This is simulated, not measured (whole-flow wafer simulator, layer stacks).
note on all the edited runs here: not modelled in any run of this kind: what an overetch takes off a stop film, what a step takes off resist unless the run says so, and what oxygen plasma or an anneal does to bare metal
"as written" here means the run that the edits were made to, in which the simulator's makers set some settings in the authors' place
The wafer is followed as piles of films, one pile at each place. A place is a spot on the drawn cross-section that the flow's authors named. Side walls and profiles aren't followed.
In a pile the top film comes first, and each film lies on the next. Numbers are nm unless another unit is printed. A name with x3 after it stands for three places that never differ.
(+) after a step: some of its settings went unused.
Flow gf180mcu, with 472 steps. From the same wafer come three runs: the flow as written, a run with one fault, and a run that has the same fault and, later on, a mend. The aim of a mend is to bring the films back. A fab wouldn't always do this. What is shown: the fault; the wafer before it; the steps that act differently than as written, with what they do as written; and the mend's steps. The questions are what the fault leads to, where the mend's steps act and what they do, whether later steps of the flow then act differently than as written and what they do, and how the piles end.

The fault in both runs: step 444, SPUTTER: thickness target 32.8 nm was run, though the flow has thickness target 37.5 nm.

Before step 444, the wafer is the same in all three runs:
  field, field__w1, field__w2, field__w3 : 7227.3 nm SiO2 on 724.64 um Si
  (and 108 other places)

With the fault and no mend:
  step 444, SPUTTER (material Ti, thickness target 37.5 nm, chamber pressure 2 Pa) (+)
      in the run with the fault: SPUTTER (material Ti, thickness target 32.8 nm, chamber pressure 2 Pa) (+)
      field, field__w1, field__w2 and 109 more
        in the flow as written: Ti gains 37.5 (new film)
        in the run with the fault: Ti gains 32.8 (new film)
  Steps later in the flow that act otherwise than as written (not shown: 5 more steps that differ only slightly, by at most 2% or 0.5 nm, whichever is larger):
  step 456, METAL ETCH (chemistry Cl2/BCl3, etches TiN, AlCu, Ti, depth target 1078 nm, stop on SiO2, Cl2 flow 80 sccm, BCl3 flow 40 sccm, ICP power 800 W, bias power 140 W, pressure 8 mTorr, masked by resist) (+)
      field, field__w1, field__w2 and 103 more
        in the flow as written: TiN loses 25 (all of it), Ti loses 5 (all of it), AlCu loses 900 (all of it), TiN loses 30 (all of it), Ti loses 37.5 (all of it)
        in the run with the fault: TiN loses 25 (all of it), Ti loses 5 (all of it), AlCu loses 900 (all of it), TiN loses 30 (all of it), Ti loses 32.8 (all of it)
  The piles end different from the flow's at field__w8, contact, m1, m1__w1, pad, m1_nw by more than 2% or 0.5 nm, whichever is larger.
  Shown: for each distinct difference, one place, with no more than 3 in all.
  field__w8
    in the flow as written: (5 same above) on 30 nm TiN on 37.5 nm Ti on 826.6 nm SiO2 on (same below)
    in the run with the fault: (5 same above) on 30 nm TiN on 32.8 nm Ti on 826.6 nm SiO2 on (same below)
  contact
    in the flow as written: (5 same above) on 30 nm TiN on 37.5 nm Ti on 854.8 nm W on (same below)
    in the run with the fault: (5 same above) on 30 nm TiN on 32.8 nm Ti on 854.8 nm W on (same below)
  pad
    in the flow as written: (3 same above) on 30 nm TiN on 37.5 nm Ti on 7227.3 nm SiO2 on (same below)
    in the run with the fault: (3 same above) on 30 nm TiN on 32.8 nm Ti on 7227.3 nm SiO2 on (same below)

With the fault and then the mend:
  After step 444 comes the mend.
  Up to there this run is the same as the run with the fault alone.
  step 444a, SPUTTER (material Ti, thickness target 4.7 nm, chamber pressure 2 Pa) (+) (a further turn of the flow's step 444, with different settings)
      field, field__w1, field__w2 and 109 more
        Ti gains 4.7
  Later steps of the flow that are run all act as written at every place that is followed.
  The piles end the same as the flow's at every place that both follow.
